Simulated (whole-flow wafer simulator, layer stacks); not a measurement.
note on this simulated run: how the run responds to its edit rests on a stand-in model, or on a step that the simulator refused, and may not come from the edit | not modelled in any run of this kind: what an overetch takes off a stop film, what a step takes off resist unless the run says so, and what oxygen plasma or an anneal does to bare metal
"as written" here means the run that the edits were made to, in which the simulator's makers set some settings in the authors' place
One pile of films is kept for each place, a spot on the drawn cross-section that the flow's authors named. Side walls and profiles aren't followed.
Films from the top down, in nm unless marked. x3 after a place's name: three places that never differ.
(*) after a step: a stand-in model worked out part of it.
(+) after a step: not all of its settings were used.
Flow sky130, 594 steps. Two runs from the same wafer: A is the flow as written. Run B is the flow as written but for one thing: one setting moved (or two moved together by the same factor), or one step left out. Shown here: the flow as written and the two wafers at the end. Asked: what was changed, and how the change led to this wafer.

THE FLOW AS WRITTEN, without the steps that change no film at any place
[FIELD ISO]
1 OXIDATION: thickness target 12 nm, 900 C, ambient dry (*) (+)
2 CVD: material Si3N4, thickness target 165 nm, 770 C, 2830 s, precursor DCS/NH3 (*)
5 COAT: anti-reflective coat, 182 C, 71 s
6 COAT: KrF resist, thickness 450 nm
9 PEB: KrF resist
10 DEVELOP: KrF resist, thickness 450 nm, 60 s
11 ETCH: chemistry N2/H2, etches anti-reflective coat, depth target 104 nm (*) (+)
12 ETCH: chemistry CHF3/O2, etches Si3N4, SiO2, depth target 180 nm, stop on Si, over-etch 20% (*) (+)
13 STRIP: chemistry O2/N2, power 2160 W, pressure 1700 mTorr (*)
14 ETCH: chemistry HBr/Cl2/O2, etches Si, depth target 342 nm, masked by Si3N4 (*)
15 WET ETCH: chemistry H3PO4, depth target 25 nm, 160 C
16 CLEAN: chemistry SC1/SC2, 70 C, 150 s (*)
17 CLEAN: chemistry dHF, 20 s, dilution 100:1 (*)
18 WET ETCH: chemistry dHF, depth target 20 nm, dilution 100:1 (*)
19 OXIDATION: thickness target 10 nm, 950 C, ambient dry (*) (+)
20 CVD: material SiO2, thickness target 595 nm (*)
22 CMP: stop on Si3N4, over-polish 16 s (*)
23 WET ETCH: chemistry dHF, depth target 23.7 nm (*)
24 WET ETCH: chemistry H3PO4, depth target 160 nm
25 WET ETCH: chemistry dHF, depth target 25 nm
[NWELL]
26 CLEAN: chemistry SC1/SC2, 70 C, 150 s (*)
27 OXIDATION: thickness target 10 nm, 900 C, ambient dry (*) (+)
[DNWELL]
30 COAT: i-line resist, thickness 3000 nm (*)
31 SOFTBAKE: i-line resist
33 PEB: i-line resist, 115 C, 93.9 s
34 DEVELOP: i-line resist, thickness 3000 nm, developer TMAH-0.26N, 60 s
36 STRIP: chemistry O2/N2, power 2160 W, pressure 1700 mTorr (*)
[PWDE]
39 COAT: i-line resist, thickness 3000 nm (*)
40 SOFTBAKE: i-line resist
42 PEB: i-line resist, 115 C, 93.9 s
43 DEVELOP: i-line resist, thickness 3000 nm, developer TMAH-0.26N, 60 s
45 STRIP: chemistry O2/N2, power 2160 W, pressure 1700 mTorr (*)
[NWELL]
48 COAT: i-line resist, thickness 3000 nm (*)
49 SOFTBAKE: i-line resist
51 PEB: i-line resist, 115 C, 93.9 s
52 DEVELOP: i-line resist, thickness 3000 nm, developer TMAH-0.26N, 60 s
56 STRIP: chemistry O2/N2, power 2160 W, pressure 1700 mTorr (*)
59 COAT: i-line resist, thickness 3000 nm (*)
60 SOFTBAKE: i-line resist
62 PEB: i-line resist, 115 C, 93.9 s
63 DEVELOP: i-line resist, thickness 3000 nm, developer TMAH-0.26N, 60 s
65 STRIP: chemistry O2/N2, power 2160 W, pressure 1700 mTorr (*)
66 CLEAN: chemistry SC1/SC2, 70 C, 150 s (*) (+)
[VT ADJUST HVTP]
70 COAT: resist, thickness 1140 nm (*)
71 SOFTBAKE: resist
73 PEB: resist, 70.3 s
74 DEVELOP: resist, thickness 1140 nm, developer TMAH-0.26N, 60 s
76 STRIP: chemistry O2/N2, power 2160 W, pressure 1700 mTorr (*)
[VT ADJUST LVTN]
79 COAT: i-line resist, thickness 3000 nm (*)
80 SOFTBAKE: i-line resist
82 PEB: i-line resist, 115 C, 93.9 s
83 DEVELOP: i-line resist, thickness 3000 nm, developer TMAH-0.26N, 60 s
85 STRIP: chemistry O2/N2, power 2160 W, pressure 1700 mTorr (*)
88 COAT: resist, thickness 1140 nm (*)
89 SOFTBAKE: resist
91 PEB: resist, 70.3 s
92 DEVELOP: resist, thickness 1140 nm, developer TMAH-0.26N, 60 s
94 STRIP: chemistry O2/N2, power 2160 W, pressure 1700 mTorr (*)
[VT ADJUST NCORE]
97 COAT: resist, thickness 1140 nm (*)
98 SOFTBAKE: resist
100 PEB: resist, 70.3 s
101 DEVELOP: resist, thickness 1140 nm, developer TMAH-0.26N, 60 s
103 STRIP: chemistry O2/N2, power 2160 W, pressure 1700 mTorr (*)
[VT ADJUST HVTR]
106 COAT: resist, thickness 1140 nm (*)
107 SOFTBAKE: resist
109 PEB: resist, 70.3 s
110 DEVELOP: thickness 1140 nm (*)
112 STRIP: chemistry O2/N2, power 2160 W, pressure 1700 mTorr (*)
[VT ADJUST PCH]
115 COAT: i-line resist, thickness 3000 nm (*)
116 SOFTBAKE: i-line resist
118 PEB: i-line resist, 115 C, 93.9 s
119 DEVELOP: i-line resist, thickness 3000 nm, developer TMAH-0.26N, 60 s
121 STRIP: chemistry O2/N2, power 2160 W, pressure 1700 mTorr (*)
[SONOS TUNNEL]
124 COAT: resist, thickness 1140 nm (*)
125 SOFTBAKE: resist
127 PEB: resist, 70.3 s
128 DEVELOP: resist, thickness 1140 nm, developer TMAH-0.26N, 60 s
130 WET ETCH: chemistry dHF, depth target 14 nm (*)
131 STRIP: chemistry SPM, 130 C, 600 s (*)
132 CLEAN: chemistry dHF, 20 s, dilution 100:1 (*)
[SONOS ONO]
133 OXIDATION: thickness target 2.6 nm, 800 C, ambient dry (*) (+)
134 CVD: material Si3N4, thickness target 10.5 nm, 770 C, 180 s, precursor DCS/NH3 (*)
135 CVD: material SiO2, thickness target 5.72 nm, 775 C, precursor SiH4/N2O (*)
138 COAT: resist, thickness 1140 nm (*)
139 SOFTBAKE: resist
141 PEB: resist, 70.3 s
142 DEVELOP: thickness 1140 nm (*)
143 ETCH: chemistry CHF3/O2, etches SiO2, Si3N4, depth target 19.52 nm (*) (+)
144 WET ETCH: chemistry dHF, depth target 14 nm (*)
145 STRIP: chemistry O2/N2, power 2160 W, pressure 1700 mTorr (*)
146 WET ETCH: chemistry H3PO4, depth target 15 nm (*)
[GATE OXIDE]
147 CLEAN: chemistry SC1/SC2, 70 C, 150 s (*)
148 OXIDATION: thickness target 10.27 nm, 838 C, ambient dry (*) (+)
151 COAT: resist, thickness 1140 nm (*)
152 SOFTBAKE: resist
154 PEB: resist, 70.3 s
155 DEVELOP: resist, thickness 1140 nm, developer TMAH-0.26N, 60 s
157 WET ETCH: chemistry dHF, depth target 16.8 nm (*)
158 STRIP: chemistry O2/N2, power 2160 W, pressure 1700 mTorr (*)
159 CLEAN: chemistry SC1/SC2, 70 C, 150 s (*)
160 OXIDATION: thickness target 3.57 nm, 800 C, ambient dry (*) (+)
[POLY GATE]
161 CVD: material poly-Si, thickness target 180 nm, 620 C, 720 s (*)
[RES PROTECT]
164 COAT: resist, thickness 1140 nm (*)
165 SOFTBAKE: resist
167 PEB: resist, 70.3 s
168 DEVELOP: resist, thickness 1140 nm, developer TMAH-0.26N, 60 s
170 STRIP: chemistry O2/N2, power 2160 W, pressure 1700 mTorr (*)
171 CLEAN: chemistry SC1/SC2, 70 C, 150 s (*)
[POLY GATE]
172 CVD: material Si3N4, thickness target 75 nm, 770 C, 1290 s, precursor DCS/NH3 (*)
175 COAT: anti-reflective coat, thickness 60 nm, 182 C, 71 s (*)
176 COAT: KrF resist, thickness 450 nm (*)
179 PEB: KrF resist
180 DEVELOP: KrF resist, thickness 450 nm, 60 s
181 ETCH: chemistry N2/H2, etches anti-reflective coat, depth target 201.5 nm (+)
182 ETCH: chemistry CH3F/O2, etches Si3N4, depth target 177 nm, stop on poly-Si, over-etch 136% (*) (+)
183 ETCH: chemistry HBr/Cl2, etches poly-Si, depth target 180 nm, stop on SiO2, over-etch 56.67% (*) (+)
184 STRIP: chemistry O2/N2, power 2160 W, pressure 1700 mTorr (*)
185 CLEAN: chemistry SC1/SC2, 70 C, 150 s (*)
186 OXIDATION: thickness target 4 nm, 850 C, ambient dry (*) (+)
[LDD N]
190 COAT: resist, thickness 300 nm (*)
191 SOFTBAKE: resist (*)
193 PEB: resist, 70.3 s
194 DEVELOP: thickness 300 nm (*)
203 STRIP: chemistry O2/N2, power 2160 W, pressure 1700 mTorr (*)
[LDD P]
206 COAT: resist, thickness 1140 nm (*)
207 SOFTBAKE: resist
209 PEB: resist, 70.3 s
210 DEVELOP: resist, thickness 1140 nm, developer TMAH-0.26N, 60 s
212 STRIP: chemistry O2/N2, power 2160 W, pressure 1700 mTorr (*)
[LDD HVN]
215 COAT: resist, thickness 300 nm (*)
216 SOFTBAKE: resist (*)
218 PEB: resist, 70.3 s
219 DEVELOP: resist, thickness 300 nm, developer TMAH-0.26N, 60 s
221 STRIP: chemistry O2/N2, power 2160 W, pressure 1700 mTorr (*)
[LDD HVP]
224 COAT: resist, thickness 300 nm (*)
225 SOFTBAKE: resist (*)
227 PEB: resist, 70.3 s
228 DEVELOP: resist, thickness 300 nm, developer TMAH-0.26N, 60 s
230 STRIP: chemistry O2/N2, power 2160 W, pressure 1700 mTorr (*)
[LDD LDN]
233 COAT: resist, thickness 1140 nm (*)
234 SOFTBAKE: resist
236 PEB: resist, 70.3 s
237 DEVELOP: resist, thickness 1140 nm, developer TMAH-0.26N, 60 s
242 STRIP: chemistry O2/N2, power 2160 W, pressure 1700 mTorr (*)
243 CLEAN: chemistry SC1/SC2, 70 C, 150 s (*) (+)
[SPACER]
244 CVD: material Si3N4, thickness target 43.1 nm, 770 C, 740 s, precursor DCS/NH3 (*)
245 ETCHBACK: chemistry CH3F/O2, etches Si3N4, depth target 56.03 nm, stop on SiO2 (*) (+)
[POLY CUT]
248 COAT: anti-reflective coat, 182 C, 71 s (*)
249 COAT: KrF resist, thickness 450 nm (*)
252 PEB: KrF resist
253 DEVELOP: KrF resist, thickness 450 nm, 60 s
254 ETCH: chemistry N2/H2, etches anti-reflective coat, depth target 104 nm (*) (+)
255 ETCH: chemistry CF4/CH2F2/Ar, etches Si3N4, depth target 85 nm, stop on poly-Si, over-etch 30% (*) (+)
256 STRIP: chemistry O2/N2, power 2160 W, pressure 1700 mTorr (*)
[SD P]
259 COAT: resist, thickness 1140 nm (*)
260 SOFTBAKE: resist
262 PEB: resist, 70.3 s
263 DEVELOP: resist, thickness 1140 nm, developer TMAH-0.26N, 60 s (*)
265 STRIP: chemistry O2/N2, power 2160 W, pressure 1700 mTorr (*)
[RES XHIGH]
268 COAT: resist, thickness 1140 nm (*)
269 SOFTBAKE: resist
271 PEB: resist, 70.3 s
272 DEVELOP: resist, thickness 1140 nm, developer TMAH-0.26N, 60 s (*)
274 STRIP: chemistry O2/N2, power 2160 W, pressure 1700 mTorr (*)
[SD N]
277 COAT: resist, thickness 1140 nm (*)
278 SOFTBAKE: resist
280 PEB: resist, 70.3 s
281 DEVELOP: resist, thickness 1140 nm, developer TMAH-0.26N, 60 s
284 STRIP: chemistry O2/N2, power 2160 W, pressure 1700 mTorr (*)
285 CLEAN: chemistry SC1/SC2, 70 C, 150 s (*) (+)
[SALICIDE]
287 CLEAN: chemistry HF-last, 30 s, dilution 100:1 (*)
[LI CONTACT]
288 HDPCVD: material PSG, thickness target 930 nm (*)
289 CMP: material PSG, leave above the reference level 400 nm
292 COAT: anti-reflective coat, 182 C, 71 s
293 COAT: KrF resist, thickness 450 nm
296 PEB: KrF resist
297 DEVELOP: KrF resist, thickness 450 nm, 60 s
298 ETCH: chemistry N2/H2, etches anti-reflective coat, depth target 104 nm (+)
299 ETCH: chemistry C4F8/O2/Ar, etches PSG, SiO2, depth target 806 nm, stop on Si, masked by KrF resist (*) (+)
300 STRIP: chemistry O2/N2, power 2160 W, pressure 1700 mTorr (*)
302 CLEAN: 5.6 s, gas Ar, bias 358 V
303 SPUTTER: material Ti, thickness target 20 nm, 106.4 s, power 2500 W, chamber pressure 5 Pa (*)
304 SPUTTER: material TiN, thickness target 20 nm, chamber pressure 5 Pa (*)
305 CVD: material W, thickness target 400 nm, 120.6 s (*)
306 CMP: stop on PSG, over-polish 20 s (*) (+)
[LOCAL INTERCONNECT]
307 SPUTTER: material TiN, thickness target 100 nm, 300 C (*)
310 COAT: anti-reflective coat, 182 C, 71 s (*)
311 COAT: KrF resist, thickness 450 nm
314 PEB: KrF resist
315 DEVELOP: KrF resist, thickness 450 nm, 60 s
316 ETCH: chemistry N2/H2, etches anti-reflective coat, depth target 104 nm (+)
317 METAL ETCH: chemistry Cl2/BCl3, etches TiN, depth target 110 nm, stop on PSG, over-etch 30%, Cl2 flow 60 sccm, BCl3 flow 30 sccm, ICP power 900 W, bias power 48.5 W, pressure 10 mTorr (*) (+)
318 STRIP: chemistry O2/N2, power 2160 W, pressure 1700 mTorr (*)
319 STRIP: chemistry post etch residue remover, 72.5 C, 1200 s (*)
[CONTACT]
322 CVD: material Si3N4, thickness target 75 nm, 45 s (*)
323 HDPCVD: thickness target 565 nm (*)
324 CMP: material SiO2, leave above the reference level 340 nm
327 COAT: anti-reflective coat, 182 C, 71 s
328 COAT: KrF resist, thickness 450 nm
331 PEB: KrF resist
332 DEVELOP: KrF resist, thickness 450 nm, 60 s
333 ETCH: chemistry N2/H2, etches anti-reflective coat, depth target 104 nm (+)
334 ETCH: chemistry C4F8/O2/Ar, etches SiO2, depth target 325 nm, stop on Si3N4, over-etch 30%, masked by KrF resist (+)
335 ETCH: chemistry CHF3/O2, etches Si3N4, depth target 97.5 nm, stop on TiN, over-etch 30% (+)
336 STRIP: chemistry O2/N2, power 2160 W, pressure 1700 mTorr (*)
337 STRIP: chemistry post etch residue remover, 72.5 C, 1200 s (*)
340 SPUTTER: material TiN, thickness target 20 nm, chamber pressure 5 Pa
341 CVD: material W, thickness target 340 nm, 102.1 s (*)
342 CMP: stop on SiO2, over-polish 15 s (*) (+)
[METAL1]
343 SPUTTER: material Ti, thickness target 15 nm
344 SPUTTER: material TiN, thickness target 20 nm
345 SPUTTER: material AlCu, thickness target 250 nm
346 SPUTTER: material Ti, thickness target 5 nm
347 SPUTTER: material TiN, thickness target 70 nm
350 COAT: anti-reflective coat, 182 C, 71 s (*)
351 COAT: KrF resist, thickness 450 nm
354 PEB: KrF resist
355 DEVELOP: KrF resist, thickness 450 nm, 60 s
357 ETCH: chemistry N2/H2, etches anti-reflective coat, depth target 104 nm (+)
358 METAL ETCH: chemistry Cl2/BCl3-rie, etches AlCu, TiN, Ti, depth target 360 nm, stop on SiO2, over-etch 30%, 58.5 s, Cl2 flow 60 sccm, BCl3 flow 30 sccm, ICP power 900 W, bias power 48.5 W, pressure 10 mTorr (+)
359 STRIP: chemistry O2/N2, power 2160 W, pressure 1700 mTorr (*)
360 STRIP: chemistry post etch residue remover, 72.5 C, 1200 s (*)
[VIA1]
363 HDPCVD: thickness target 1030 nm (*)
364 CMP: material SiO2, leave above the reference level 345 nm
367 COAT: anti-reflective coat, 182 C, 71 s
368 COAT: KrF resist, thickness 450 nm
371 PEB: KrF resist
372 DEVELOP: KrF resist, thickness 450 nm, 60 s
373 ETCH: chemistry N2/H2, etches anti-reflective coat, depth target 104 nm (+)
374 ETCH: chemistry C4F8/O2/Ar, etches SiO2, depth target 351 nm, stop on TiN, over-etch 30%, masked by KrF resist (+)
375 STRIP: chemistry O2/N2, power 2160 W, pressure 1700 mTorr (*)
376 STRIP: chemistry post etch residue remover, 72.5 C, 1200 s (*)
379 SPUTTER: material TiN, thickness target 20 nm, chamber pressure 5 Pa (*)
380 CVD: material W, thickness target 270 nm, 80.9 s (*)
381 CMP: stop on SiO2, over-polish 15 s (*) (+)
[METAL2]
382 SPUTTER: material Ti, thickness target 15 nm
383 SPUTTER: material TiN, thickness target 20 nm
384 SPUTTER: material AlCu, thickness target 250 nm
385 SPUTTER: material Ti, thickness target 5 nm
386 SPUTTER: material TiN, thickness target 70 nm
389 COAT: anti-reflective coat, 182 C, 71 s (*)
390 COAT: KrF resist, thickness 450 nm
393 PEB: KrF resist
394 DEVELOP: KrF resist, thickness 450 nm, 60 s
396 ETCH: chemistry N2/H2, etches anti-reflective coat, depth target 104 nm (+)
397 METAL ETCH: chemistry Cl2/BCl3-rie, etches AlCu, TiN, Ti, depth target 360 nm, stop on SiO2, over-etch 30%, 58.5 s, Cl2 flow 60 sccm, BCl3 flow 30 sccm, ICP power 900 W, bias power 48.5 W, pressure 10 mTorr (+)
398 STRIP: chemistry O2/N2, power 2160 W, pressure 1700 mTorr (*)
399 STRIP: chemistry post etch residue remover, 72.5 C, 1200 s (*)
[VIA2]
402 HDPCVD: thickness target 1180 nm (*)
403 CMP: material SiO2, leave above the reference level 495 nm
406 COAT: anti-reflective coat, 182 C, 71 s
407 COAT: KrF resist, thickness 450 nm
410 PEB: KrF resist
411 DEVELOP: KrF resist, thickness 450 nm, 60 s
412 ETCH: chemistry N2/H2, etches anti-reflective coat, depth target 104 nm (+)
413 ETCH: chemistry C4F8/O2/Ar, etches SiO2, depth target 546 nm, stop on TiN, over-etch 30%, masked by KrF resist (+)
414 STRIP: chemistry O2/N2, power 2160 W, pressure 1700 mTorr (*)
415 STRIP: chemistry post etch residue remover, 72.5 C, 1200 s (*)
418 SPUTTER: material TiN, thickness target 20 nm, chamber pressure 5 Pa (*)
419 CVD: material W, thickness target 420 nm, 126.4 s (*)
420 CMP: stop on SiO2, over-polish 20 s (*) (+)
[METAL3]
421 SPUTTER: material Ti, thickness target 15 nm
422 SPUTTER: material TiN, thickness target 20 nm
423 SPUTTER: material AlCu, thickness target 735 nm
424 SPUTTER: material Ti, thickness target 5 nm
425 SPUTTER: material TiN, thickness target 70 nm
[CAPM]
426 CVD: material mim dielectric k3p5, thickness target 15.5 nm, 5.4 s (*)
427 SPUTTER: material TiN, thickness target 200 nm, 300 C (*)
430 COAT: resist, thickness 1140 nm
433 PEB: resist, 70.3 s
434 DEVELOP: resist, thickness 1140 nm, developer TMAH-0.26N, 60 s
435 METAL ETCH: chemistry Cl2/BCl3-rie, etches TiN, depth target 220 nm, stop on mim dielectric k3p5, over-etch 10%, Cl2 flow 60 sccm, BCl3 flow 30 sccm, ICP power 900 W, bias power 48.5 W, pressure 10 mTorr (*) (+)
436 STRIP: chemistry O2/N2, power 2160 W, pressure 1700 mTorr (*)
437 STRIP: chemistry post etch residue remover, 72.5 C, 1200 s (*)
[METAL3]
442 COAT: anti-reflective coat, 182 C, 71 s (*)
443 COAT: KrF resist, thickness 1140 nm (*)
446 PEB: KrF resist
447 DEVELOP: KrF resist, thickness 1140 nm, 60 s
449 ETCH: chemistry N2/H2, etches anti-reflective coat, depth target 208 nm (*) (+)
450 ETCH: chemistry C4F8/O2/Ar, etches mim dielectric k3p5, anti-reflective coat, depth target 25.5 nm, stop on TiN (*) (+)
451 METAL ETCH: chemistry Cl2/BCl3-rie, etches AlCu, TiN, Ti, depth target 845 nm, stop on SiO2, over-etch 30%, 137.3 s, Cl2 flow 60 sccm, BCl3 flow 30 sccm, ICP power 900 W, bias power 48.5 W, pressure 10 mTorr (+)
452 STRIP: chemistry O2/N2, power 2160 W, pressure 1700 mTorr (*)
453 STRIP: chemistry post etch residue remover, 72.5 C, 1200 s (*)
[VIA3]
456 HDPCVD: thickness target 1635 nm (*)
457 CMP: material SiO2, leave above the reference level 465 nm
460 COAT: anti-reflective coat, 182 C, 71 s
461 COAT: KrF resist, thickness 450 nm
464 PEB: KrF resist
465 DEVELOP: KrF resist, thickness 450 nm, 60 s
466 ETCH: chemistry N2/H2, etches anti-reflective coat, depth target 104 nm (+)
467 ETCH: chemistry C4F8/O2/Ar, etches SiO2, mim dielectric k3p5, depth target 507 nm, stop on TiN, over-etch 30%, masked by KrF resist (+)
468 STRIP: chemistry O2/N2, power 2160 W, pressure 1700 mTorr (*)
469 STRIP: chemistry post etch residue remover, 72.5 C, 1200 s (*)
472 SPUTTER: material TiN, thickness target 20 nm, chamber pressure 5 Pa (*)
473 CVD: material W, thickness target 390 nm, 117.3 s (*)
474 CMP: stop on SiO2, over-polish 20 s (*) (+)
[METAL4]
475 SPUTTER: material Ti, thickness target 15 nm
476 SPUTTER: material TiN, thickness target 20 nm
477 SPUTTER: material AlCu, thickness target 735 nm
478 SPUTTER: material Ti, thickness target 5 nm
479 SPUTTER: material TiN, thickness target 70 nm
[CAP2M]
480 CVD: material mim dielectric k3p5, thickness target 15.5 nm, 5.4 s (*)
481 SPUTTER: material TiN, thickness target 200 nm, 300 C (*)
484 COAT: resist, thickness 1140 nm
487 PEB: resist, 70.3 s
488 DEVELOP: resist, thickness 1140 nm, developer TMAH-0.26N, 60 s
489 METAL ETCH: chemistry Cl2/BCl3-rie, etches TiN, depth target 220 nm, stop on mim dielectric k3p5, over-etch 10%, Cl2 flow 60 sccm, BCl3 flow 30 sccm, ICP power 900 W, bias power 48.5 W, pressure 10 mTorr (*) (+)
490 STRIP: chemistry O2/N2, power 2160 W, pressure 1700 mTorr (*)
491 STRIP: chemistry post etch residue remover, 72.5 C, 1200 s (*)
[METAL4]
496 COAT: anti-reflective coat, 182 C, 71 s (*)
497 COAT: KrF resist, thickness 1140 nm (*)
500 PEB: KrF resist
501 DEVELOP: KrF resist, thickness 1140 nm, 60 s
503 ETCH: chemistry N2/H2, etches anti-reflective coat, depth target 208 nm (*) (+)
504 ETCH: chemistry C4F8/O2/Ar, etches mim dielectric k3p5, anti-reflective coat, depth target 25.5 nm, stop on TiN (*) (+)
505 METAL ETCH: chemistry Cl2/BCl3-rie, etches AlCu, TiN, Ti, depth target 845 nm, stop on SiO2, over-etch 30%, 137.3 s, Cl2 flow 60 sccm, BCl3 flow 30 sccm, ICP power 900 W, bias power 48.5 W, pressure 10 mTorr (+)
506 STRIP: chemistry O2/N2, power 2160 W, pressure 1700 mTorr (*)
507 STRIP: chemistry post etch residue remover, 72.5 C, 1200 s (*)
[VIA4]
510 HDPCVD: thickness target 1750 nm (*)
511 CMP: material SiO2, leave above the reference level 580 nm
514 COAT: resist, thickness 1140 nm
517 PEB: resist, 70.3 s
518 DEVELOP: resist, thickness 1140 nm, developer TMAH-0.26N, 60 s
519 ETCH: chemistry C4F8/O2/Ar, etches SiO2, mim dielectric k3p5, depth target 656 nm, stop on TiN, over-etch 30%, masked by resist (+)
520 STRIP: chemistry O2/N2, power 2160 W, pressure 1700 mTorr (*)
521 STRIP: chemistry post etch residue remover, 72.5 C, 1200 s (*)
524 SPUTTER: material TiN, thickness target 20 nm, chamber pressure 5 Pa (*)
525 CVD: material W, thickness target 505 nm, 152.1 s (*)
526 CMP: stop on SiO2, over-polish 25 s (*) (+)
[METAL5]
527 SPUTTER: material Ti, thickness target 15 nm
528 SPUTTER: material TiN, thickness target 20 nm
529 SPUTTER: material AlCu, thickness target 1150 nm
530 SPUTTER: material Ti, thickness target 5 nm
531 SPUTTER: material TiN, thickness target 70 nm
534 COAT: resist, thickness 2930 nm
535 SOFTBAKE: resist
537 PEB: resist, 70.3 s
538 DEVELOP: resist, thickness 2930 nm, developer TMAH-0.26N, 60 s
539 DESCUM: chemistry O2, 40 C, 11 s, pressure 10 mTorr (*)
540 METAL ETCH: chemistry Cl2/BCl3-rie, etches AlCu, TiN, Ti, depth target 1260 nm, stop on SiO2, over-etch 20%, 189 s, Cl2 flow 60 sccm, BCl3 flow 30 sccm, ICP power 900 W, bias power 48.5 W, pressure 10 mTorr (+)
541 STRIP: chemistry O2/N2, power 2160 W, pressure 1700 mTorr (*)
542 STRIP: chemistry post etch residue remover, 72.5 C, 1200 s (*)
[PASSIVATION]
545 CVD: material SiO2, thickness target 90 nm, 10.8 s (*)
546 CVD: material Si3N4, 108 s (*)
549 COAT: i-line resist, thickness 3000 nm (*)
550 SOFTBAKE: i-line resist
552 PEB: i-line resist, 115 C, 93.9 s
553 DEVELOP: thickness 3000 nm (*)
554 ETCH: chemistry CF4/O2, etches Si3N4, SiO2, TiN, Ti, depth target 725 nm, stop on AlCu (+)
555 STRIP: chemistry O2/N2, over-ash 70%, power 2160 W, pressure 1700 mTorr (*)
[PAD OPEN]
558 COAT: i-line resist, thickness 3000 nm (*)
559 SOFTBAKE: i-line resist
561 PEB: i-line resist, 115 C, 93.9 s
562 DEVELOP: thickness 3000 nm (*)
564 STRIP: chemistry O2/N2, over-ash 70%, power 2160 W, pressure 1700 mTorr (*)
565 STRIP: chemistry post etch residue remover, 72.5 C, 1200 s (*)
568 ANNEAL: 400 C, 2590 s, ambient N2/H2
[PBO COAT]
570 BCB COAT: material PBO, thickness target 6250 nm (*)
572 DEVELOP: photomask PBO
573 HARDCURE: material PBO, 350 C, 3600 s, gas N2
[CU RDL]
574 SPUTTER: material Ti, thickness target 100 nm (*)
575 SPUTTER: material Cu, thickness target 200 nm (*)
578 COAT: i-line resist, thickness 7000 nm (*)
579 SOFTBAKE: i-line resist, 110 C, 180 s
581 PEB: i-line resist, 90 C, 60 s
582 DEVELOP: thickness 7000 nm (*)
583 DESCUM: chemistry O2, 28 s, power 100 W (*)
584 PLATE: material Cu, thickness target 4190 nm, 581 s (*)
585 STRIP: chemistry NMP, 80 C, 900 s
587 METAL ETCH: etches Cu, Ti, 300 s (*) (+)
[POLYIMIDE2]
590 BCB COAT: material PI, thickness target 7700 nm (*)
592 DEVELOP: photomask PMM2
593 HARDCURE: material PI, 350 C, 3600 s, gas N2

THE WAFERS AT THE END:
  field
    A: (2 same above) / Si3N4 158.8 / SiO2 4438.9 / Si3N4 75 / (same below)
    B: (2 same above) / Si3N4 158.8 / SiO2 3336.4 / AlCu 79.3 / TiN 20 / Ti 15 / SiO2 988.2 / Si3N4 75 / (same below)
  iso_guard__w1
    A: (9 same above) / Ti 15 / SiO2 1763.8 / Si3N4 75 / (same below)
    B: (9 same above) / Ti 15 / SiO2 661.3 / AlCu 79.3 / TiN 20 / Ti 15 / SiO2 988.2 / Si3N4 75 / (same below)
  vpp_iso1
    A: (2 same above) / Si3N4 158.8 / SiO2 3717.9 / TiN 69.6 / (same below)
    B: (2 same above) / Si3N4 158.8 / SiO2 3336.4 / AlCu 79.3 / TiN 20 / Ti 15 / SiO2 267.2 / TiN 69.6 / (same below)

The cause: step 397, METAL ETCH: depth target 183.6 nm was run, where the flow has depth target 360 nm; step 397, METAL ETCH: 29.8 s was run, where the flow has 58.5 s.

How the change led to this, step by step:
  397 METAL ETCH: chemistry Cl2/BCl3-rie, etches AlCu, TiN, Ti, depth target 360 nm, stop on SiO2, over-etch 30%, 58.5 s, Cl2 flow 60 sccm, BCl3 flow 30 sccm, ICP power 900 W, bias power 48.5 W, pressure 10 mTorr (+)
      field, active, gate and 82 more: A TiN -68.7 (all of it), Ti -5 (all of it), AlCu -250 (all of it), TiN -20 (all of it), Ti -15 (all of it), SiO2 -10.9 | B TiN -68.7 (all of it), Ti -5 (all of it), AlCu -165
      n_well, p_well, gate_hv and 103 more: A KrF resist -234 | B KrF resist -119.3
  398 STRIP: chemistry O2/N2, power 2160 W, pressure 1700 mTorr (*)
      gate_hv, mim, dice_street and 96 more: A KrF resist -143.8 (all of it), anti-reflective coat -80 (all of it) | B KrF resist -258.5 (all of it), anti-reflective coat -80 (all of it)
      n_well, p_well, sd_n, sd_p, pad: A KrF resist -143.8 (all of it), anti-reflective coat -80 (all of it) | B KrF resist -258.4 (all of it), anti-reflective coat -80 (all of it)
      (and at 2 more places)
  399 STRIP: chemistry post etch residue remover, 72.5 C, 1200 s (*)
      field, active, gate and 82 more: A nothing | B AlCu -5.72
  402 HDPCVD: thickness target 1180 nm (*)
      field, active, gate and 82 more: A SiO2 +1180 | B SiO2 +1180 (new film)
  403 CMP: material SiO2, leave above the reference level 495 nm
      field, active, gate and 82 more: A SiO2 -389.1 | B SiO2 -514.3
Counting metal films that touch as one body, field has 1 body; the flow as written gives 0 bodies.
Counting metal films that touch as one body, iso_guard__w1 has 2 bodies (between them, from the top down: SiO2 661.3); the flow as written gives 1 body.
Counting metal films that touch as one body, vpp_iso1 has 2 bodies (between them, from the top down: SiO2 267.2); the flow as written gives 1 body.
